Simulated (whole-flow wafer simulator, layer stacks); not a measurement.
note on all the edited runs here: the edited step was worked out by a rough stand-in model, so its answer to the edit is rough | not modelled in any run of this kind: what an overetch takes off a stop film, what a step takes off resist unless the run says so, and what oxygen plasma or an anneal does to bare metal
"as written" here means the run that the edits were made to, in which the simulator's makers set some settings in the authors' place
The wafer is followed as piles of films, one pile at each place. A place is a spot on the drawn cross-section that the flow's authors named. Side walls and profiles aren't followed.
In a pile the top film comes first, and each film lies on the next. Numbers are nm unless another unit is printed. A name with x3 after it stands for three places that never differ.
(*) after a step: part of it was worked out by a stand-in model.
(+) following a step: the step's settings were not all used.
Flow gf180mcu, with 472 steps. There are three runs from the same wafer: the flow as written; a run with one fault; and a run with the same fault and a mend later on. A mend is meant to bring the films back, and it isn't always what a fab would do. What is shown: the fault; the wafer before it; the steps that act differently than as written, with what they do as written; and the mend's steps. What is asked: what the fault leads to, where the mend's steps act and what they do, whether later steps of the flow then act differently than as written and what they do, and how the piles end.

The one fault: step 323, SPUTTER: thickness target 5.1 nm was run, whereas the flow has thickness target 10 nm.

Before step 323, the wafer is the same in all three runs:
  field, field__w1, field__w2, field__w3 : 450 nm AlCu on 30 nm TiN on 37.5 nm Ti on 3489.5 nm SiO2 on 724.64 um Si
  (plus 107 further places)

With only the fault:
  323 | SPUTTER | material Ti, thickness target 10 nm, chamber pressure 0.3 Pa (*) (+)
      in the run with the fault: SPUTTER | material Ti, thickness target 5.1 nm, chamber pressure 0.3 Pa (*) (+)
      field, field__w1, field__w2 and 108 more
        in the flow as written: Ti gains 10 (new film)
        in the run with the fault: Ti gains 5.1 (new film)
  Steps later in the flow that act otherwise than as written (not shown: 5 more steps that differ only slightly, by at most 2% or 0.5 nm, whichever is larger):
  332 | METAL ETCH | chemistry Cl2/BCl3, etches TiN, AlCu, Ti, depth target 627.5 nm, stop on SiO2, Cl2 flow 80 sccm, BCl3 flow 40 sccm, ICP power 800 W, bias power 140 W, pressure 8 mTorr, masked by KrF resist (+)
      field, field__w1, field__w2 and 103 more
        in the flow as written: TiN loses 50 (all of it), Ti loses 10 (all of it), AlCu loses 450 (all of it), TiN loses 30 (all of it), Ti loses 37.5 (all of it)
        in the run with the fault: TiN loses 50 (all of it), Ti loses 5.1 (all of it), AlCu loses 450 (all of it), TiN loses 30 (all of it), Ti loses 37.5 (all of it)
  By the end, the piles at field__w8, contact, m1, m1__w1, m1_nw depart from the flow's by more than 2% or 0.5 nm, whichever is larger.
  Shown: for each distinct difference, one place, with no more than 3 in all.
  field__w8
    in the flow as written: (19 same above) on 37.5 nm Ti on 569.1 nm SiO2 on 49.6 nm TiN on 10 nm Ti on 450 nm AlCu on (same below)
    in the run with the fault: (19 same above) on 37.5 nm Ti on 574 nm SiO2 on 49.6 nm TiN on 5.1 nm Ti on 450 nm AlCu on (same below)
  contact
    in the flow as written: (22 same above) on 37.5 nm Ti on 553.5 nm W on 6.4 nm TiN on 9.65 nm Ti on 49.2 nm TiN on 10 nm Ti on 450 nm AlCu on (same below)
    in the run with the fault: (22 same above) on 37.5 nm Ti on 558.4 nm W on 6.39 nm TiN on 9.63 nm Ti on 49.2 nm TiN on 5.1 nm Ti on 450 nm AlCu on (same below)

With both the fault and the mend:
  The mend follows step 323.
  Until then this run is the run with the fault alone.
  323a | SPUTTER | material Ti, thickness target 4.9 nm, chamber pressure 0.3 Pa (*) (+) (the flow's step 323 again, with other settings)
      field, field__w1, field__w2 and 108 more
        Ti gains 4.9
  None of the later steps of the flow acts differently than as written at any place that is followed.
  The piles end the same as the flow's at every place that both follow.
